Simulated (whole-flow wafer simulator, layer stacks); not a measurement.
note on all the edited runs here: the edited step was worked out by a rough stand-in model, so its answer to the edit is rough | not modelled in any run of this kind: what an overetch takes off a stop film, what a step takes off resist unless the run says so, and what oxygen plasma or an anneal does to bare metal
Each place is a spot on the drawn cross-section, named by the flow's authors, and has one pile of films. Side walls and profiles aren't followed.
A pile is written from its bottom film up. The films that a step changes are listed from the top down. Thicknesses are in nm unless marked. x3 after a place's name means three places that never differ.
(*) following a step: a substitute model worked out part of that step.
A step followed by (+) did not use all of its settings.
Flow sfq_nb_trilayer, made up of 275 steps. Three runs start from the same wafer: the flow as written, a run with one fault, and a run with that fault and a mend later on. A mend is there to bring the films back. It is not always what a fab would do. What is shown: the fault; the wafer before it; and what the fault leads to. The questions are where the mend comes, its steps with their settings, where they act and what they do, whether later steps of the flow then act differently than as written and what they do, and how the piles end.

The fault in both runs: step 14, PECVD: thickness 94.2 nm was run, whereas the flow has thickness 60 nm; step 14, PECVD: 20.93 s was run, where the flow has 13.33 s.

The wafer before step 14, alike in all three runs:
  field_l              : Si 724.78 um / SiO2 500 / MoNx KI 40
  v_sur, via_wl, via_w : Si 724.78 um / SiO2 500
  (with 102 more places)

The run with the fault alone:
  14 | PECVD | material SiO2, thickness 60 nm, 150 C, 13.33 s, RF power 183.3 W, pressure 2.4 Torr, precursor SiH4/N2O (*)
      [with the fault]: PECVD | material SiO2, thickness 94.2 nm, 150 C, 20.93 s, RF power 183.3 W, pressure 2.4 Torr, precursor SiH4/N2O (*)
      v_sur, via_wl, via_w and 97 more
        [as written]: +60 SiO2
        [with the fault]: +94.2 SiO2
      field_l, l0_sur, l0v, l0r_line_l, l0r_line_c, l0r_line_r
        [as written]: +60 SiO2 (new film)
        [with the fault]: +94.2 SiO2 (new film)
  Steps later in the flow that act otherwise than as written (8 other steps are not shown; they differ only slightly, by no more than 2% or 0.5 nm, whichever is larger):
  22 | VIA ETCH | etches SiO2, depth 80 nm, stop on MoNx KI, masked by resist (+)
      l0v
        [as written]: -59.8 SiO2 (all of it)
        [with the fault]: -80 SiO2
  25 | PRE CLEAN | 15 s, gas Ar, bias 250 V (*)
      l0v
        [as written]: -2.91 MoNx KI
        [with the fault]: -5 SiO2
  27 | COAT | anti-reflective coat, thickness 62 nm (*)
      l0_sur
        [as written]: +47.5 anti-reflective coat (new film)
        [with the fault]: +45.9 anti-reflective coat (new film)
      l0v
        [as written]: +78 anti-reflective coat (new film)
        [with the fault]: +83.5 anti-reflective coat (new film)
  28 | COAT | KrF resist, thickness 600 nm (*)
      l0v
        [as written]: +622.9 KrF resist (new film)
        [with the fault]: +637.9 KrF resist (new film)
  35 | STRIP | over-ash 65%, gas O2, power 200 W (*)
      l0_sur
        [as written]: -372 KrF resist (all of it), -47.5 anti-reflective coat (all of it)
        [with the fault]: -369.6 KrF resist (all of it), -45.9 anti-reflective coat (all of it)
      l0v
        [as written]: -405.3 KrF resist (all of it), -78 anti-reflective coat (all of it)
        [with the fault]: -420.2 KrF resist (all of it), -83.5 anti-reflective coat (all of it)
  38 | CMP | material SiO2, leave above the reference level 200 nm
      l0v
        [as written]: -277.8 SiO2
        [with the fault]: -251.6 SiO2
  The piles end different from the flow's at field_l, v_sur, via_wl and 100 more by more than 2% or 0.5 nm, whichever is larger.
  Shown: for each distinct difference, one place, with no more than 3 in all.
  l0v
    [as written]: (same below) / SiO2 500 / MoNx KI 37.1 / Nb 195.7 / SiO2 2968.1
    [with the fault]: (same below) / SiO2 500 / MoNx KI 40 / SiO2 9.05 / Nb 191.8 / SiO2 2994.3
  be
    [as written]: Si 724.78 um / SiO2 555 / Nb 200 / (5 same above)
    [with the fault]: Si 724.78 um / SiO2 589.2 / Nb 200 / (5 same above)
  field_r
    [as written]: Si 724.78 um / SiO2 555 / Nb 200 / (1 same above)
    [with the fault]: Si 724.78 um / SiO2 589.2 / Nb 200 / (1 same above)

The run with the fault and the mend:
  The mend follows step 20.
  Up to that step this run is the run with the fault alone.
  20a | STRIP | over-ash 65%, gas O2, power 200 W (*)
      p4_fl x3, p4_w1 x9, p4_g1 x2 and 59 more
        -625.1 KrF resist (all of it), -62 anti-reflective coat (all of it)
      ce_l, c5j, ce_r, sp_r, be_r, r_sur
        -632 KrF resist (all of it), -63.7 anti-reflective coat (all of it)
      gap, jj_sur, res
        -632.1 KrF resist (all of it), -63.7 anti-reflective coat (all of it)
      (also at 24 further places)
  20b | VIA ETCH | etches SiO2, depth 34.2 nm
      field_l, v_sur, via_wl and 103 more
        -34.2 SiO2
  20c | COAT | anti-reflective coat, thickness 62 nm (*) (the flow's step 15 again)
      p4_fl x3, p4_w1 x9, p4_g1 x2 and 59 more
        +62 anti-reflective coat (new film)
      be_sur, gap, jj_sur and 8 more
        +63.7 anti-reflective coat (new film)
      wire, be, moat, field_r
        +63.8 anti-reflective coat (new film)
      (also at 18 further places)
  20d | COAT | KrF resist, thickness 650 nm (*) (the flow's step 16 again)
      p4_fl x3, p4_w1 x9, p4_g1 x2 and 59 more
        +650 KrF resist (new film)
      ce_l, c5j, ce_r, sp_r, be_r
        +656.9 KrF resist (new film)
      gap, jj_sur, r_sur, res
        +657 KrF resist (new film)
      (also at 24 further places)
  20e | SOFTBAKE | KrF resist (the flow's step 17 again)
      leaves every film unchanged at each place that is followed
  20f | EXPOSE | photomask L0V, dose 12.41 mJ/cm2, NA 0.6, wavelength 248 nm (*) (the flow's step 18 again)
      leaves every film unchanged at each place that is followed
  20g | PEB | KrF resist, 90 s (the flow's step 19 again)
      p4_fl x3, p4_w1 x9, p4_g1 x2 and 59 more
        -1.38 KrF resist
      via_v, wire, be and 15 more
        -1.39 KrF resist
      v_sur, via_w, via_wr, via_sp, lsp_m, ln_m6, lsp_r
        -1.4 KrF resist
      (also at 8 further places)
  20h | DEVELOP | KrF resist, thickness 650 nm, 60 s (the flow's step 20 again)
      field_l, v_sur, via_wl and 102 more
        -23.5 KrF resist
      l0v
        -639 KrF resist (all of it)
  Later steps of the flow that are run all act as written at every place that is followed, up to a difference of at most 2% or 0.5 nm, whichever is larger.
  At every place that both follow, the piles at the end match the flow's.
